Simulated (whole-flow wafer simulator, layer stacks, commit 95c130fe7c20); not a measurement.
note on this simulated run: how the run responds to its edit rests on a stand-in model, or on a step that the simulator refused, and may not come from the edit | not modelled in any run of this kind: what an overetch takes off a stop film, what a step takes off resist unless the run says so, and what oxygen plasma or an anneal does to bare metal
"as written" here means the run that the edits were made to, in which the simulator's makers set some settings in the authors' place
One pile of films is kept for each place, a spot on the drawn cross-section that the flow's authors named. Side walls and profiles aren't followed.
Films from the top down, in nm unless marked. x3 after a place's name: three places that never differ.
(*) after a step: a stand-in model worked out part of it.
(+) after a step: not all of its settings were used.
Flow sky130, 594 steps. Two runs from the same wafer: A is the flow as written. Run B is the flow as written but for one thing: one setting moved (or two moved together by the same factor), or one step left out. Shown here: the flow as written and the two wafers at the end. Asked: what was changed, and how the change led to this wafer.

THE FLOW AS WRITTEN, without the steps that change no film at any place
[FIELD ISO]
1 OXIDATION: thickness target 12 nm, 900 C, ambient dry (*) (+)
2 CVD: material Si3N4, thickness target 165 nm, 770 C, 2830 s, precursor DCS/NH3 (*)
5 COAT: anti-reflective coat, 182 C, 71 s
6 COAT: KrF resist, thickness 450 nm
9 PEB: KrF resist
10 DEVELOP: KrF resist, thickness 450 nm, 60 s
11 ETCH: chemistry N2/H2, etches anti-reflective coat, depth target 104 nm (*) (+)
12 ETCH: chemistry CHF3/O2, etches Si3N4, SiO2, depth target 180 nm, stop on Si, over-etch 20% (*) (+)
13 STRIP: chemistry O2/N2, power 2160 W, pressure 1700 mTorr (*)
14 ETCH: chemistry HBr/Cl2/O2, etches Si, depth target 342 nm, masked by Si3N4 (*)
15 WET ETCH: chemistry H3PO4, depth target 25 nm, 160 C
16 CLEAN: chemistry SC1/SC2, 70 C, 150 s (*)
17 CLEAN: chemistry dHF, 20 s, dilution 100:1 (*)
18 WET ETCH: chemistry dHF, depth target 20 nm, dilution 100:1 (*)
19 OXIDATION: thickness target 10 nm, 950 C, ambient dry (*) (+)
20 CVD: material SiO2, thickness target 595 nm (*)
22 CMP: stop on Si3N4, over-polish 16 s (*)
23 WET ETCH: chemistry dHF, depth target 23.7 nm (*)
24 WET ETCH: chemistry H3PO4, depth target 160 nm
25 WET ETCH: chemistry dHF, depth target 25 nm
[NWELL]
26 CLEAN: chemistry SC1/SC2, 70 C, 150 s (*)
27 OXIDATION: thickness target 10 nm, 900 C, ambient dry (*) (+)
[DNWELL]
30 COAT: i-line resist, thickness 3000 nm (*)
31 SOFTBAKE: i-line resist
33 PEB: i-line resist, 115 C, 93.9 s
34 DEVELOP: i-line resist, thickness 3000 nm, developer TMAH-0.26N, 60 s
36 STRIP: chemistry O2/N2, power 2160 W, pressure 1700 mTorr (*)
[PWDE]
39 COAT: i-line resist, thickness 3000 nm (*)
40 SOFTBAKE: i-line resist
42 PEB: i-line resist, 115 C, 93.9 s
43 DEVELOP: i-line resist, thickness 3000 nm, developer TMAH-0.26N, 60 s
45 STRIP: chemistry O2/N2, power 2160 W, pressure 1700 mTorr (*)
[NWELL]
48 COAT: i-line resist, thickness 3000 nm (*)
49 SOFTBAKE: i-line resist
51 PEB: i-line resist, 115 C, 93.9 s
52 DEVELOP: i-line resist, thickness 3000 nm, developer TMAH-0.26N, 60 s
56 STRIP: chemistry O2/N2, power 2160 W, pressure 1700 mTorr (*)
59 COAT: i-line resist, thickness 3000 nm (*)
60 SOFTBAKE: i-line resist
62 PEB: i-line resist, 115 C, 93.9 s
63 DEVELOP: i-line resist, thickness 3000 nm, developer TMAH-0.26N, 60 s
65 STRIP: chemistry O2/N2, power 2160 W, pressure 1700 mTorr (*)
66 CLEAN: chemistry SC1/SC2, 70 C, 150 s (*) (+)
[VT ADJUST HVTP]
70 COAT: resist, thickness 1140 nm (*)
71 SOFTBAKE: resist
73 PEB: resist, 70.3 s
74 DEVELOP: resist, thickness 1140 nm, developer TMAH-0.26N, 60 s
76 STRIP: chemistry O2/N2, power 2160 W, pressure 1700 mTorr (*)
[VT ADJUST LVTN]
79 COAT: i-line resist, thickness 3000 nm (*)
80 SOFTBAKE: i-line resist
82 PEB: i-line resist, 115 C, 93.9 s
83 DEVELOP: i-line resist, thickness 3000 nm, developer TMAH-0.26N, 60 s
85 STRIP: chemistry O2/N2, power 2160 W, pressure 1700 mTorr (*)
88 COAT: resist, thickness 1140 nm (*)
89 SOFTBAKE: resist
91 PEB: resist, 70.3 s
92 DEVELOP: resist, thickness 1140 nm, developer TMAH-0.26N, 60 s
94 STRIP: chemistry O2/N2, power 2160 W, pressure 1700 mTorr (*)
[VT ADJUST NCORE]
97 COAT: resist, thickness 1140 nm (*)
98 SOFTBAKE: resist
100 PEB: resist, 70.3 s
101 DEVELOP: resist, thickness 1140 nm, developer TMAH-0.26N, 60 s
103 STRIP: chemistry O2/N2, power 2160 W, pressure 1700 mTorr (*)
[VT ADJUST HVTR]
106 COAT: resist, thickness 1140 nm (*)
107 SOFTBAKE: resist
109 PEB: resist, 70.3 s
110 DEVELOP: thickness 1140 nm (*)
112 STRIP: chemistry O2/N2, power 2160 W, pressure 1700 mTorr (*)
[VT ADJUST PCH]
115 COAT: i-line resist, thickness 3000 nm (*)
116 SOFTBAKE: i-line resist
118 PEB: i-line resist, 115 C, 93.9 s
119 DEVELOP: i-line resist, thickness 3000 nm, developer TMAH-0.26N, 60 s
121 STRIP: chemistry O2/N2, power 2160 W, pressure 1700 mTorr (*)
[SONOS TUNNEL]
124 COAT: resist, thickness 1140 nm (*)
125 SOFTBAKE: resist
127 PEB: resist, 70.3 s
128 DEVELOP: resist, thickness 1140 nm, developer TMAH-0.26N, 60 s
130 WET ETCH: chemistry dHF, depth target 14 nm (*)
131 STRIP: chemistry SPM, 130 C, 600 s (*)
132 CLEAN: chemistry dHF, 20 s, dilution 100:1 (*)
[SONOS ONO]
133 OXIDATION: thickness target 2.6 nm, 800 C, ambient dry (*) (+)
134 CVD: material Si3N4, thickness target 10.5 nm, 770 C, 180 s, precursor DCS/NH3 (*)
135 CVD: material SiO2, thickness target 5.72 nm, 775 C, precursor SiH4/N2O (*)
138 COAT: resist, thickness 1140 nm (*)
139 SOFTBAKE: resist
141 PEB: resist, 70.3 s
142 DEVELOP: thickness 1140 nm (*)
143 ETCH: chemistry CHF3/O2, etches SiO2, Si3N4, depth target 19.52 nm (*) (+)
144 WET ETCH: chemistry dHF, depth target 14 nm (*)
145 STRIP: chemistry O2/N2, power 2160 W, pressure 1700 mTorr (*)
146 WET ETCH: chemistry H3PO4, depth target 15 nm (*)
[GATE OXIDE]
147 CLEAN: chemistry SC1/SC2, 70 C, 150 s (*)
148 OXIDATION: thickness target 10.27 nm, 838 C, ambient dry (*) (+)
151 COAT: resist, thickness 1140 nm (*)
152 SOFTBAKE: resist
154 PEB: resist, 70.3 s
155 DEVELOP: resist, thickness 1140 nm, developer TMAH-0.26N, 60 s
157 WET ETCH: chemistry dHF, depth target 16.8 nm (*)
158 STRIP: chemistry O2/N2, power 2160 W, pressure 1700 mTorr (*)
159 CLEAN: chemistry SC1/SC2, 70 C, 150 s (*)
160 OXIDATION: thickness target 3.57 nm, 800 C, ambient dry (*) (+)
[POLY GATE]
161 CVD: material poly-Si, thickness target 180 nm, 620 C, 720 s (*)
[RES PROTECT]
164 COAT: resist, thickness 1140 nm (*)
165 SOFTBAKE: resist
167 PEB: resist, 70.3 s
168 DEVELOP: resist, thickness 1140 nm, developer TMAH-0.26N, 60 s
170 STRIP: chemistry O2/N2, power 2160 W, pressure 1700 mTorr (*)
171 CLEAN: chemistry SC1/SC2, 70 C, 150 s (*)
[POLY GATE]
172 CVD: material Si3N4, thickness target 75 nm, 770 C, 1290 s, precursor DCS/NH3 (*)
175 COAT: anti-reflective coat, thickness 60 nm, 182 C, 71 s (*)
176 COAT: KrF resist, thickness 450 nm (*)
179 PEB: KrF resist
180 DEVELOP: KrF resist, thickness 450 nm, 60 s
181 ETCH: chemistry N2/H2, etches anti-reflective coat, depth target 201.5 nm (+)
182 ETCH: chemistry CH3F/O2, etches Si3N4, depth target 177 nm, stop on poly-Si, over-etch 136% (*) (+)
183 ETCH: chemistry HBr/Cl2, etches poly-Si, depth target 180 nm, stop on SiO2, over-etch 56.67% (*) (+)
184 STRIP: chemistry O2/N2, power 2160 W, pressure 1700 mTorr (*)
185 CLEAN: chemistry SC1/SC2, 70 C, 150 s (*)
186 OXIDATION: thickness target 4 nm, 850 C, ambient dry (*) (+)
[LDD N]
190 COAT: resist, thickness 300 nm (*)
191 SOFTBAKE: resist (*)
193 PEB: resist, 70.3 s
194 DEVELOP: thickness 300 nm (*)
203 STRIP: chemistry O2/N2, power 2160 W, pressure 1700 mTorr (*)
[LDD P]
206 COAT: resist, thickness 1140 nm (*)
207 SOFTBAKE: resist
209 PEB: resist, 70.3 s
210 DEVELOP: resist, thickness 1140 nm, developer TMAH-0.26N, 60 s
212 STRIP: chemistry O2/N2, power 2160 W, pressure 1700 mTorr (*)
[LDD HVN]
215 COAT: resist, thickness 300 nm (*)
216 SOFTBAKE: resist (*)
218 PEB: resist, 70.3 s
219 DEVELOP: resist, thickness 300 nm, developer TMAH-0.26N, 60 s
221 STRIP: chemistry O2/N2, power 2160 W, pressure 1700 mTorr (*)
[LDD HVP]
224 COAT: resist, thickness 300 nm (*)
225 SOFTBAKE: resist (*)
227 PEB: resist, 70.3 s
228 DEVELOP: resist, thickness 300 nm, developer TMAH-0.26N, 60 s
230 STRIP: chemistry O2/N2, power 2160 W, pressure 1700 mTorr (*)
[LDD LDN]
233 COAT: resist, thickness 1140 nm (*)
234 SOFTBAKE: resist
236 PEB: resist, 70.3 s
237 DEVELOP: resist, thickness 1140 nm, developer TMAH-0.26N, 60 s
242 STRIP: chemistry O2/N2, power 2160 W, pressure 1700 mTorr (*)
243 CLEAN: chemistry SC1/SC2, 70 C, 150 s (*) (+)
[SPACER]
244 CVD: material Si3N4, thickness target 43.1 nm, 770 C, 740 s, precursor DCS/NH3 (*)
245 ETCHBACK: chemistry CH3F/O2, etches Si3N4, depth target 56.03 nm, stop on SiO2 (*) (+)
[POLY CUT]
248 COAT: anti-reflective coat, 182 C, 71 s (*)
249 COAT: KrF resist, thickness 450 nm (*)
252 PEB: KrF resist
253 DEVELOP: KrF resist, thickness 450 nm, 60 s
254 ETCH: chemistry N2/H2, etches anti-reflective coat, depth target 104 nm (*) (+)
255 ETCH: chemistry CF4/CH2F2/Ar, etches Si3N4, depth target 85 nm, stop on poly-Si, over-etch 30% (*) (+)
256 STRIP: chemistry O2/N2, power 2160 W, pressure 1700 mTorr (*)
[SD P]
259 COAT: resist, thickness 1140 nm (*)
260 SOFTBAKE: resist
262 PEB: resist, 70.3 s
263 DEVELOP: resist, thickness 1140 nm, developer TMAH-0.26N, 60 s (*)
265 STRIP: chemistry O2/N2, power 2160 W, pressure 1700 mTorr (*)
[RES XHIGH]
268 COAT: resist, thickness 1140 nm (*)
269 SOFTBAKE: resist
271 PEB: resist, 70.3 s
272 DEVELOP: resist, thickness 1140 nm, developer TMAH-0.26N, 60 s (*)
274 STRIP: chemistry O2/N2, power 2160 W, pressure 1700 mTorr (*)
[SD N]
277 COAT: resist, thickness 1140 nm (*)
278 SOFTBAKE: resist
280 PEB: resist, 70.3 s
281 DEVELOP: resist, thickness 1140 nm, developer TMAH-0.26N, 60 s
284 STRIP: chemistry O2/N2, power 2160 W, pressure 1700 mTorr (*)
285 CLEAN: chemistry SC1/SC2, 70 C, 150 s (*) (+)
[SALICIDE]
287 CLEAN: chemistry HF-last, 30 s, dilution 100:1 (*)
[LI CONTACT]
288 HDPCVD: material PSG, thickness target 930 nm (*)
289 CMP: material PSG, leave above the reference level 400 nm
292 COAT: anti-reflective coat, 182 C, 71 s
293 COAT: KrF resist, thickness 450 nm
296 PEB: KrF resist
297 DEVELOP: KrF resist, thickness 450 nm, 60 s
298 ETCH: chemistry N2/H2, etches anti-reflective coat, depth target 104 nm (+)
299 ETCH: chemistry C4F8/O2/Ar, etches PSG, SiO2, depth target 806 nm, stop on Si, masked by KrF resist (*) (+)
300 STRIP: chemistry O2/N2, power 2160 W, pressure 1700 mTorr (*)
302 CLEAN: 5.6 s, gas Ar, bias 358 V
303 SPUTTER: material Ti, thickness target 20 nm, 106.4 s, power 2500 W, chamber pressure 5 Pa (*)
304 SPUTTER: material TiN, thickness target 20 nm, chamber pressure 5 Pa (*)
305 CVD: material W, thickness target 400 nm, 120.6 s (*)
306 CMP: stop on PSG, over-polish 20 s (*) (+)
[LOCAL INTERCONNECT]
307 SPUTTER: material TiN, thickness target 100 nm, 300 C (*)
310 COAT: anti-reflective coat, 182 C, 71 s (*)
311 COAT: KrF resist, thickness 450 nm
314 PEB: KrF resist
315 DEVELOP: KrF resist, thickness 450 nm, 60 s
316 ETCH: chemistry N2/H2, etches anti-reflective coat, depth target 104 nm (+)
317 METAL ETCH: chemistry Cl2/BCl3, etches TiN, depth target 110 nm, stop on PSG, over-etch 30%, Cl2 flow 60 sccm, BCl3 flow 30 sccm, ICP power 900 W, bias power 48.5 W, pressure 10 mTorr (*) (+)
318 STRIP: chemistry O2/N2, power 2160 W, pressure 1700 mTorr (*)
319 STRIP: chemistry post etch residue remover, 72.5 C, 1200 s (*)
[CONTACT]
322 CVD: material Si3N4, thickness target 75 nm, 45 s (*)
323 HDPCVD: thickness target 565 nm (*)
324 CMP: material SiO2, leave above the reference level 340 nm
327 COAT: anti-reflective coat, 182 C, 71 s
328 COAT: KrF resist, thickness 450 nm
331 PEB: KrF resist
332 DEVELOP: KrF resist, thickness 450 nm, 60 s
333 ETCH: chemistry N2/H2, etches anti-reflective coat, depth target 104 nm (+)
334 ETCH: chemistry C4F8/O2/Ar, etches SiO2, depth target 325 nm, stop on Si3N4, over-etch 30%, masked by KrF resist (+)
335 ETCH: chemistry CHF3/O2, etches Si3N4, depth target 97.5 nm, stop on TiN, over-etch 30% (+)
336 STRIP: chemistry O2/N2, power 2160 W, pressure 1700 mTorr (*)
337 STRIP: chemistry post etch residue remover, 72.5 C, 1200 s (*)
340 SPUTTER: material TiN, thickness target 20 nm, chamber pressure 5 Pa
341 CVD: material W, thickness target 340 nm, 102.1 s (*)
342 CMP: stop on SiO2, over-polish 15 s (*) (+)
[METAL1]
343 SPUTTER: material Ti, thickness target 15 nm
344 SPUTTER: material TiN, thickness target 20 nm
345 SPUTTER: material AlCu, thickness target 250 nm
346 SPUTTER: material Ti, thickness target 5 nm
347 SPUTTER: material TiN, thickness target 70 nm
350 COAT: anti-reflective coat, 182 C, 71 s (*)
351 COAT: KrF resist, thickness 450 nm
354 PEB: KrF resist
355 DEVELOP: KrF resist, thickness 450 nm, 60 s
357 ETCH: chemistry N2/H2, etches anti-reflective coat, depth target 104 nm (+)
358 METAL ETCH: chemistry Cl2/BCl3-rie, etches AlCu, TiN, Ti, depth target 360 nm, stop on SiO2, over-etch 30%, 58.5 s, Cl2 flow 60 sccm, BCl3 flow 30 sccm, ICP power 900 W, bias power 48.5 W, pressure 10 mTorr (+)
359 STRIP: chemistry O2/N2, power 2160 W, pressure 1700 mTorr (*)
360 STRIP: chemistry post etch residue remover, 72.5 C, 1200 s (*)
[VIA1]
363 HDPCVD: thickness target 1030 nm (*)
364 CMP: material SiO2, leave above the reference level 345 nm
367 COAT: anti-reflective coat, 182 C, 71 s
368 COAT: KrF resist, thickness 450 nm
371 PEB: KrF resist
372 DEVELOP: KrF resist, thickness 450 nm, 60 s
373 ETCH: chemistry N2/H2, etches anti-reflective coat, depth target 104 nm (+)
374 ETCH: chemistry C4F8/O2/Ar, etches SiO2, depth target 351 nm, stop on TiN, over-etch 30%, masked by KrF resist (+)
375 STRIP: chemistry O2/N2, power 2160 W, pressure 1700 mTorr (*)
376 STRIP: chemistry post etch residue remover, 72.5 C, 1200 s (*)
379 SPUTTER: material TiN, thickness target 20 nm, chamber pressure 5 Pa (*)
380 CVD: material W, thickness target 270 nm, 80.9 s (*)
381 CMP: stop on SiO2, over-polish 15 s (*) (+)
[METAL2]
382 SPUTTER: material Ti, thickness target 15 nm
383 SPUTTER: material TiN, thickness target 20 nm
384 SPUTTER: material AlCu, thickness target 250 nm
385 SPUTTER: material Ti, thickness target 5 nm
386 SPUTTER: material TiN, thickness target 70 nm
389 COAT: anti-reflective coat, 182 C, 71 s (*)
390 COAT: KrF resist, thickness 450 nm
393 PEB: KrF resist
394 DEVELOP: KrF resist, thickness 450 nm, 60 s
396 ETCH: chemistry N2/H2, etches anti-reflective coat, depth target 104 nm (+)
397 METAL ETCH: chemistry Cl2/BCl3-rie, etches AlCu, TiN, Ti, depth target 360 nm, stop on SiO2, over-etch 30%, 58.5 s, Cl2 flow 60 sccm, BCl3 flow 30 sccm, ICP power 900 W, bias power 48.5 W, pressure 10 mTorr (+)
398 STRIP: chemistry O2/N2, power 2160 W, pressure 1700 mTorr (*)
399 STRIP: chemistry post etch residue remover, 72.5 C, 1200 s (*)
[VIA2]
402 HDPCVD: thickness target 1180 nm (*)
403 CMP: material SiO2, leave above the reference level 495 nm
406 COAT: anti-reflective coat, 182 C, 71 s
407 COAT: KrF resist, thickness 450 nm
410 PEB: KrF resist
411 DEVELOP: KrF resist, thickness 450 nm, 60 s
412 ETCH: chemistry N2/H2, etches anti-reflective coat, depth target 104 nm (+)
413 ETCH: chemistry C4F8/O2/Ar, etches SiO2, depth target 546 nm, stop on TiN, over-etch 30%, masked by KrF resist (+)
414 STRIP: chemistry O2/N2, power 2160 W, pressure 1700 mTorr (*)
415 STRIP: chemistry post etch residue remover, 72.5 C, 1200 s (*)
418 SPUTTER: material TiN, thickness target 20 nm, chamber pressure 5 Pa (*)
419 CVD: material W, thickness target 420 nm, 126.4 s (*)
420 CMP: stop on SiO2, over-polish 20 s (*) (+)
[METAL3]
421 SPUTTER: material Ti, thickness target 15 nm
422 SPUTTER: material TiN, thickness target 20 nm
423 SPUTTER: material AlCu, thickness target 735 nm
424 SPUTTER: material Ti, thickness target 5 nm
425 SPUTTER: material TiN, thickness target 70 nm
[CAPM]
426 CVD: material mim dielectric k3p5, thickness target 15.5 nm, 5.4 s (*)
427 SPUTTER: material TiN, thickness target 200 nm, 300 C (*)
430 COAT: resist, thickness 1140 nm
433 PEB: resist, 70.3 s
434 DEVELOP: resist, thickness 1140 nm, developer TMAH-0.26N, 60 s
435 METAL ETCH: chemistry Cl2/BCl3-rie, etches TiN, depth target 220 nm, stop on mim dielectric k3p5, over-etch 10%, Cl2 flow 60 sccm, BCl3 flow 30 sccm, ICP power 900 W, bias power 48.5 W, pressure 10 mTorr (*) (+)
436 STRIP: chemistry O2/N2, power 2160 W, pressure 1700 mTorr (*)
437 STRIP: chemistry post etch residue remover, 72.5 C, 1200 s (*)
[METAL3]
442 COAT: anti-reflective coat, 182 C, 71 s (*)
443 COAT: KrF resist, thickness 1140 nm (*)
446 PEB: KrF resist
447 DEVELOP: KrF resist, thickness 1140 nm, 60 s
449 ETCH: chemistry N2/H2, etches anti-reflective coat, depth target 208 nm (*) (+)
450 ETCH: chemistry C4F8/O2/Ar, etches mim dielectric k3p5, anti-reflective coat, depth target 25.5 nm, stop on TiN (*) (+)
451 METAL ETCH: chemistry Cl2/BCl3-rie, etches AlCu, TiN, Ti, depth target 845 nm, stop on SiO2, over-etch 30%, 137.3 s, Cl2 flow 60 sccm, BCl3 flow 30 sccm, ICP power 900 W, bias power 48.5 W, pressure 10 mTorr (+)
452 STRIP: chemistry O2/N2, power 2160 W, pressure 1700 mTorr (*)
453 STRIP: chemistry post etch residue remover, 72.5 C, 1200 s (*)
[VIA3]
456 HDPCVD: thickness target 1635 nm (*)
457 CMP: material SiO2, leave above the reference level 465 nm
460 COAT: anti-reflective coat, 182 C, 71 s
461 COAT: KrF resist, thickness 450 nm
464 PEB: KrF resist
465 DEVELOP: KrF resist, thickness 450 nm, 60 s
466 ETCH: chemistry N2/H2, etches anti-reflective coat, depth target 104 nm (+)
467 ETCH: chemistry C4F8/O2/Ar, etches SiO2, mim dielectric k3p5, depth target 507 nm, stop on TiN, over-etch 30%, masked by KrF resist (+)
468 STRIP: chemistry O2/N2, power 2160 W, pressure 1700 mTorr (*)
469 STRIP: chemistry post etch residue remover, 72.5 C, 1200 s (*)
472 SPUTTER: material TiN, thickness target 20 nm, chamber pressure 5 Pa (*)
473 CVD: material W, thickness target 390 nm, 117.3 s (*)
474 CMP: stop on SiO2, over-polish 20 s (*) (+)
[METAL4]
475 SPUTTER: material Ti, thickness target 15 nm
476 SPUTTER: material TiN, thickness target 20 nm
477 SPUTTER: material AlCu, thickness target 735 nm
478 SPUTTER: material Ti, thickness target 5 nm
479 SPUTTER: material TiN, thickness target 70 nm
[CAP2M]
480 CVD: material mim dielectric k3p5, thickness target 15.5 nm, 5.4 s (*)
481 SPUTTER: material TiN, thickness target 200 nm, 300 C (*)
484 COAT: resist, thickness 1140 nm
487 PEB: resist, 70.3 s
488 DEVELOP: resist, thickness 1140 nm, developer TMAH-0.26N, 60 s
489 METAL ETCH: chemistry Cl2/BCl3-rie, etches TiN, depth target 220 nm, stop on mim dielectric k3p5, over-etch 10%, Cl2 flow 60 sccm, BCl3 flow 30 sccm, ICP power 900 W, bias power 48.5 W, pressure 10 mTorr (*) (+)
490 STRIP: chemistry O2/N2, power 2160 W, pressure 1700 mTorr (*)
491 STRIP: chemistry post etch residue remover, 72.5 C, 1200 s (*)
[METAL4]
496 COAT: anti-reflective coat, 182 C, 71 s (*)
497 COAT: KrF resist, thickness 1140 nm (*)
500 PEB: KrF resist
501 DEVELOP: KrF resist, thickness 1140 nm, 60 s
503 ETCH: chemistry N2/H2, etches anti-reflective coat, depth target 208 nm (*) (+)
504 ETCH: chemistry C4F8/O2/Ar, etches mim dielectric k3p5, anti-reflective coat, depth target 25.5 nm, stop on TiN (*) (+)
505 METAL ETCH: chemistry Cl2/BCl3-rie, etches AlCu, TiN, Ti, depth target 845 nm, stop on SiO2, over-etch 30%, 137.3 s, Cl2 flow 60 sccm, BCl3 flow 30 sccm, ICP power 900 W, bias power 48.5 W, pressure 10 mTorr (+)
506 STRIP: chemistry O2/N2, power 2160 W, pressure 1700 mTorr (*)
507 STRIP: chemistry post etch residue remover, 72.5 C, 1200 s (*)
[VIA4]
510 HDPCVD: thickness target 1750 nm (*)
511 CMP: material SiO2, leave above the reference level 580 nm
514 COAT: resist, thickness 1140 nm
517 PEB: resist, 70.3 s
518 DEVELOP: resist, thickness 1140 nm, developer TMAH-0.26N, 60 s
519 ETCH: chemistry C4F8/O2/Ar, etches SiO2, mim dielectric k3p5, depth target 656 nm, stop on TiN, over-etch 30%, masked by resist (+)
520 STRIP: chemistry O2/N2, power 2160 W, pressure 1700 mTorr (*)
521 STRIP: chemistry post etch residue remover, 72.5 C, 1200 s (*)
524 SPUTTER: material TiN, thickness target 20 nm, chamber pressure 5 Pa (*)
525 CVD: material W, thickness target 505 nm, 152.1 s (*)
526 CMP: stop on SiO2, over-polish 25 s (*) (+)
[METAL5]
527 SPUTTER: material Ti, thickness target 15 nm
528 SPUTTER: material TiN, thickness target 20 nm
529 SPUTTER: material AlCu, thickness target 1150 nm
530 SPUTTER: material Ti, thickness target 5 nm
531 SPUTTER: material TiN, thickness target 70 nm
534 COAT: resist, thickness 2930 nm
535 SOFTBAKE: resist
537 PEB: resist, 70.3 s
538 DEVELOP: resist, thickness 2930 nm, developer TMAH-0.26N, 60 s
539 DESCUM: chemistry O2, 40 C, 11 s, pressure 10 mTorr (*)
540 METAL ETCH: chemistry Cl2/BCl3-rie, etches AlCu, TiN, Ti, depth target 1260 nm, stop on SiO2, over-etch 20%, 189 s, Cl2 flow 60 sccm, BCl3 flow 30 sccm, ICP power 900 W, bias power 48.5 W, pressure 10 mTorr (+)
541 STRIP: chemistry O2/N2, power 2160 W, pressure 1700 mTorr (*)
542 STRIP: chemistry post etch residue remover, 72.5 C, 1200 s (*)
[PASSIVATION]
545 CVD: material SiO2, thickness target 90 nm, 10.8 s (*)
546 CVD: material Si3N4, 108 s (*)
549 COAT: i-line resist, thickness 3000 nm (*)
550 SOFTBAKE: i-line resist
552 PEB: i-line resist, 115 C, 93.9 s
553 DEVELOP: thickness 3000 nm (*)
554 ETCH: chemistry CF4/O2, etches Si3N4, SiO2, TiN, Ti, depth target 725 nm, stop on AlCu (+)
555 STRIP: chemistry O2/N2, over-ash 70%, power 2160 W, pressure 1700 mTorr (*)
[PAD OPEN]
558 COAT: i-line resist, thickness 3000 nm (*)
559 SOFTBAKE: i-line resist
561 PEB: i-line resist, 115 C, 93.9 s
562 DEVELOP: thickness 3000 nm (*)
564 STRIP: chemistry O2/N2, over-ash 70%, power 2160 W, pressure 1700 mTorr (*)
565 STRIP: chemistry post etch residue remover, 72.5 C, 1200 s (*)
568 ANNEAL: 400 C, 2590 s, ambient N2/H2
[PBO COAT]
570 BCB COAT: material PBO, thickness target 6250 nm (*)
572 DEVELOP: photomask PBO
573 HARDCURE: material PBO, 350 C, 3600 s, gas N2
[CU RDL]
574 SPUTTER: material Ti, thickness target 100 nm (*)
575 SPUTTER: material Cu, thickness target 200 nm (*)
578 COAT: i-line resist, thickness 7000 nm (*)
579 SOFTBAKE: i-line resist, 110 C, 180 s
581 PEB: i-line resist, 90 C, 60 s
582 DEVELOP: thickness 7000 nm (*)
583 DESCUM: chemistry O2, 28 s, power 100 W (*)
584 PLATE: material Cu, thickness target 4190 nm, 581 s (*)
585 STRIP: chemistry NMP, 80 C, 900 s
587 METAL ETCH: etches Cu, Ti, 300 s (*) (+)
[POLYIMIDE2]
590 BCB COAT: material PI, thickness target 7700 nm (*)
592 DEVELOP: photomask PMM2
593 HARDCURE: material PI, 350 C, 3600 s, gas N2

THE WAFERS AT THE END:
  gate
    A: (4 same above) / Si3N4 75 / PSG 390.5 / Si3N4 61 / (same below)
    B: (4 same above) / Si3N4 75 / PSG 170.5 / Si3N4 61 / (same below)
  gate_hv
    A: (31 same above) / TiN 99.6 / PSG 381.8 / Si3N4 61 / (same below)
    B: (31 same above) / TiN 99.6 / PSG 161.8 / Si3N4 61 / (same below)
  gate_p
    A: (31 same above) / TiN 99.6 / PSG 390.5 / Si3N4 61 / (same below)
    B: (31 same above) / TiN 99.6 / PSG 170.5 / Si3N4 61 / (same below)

The cause: step 289, CMP: leave above the reference level 180 nm was run, where the flow has leave above the reference level 400 nm.

How the change led to this, step by step:
  289 CMP: material PSG, leave above the reference level 400 nm
      gate, spacer, gate_p and 34 more: A PSG -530 | B PSG -750
      mim, vpp_sp, vpp_ln and 30 more: A PSG -333.9 | B PSG -553.9
      (and at 122 more places)
  299 ETCH: chemistry C4F8/O2/Ar, etches PSG, SiO2, depth target 806 nm, stop on Si, masked by KrF resist (*) (+)
      field, active, n_well and 184 more: A KrF resist -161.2 | B KrF resist -127.4
      contact, ndiff_licon, ndiff_licon_cpp: A PSG -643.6 (all of it), SiO2 -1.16 (all of it) | B PSG -423.6 (all of it), SiO2 -1.16 (all of it)
      (and at 2 more places)
  300 STRIP: chemistry O2/N2, power 2160 W, pressure 1700 mTorr (*)
      field, active, n_well and 184 more: A KrF resist -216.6 (all of it), anti-reflective coat -80 (all of it) | B KrF resist -250.4 (all of it), anti-reflective coat -80 (all of it)
  303 SPUTTER: material Ti, thickness target 20 nm, 106.4 s, power 2500 W, chamber pressure 5 Pa (*)
      ndiff_licon: A Ti +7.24 (new film) | B Ti +10.2 (new film)
      ndiff_licon_cpp: A Ti +6.53 (new film) | B Ti +9.21 (new film)
      (and at 1 more place)
  304 SPUTTER: material TiN, thickness target 20 nm, chamber pressure 5 Pa (*)
      ndiff_licon: A TiN +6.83 (new film) | B TiN +9.78 (new film)
      ndiff_licon_cpp: A TiN +6.17 (new film) | B TiN +8.85 (new film)
      (and at 1 more place)
  305 CVD: material W, thickness target 400 nm, 120.6 s (*)
      ndiff_licon: A W +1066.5 (new film) | B W +840.6 (new film)
      ndiff_licon_cpp: A W +1067.9 (new film) | B W +842.6 (new film)
      (and at 1 more place)
  306 CMP: stop on PSG, over-polish 20 s (*) (+)
      poly_licon: A W -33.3 | B W -253.3
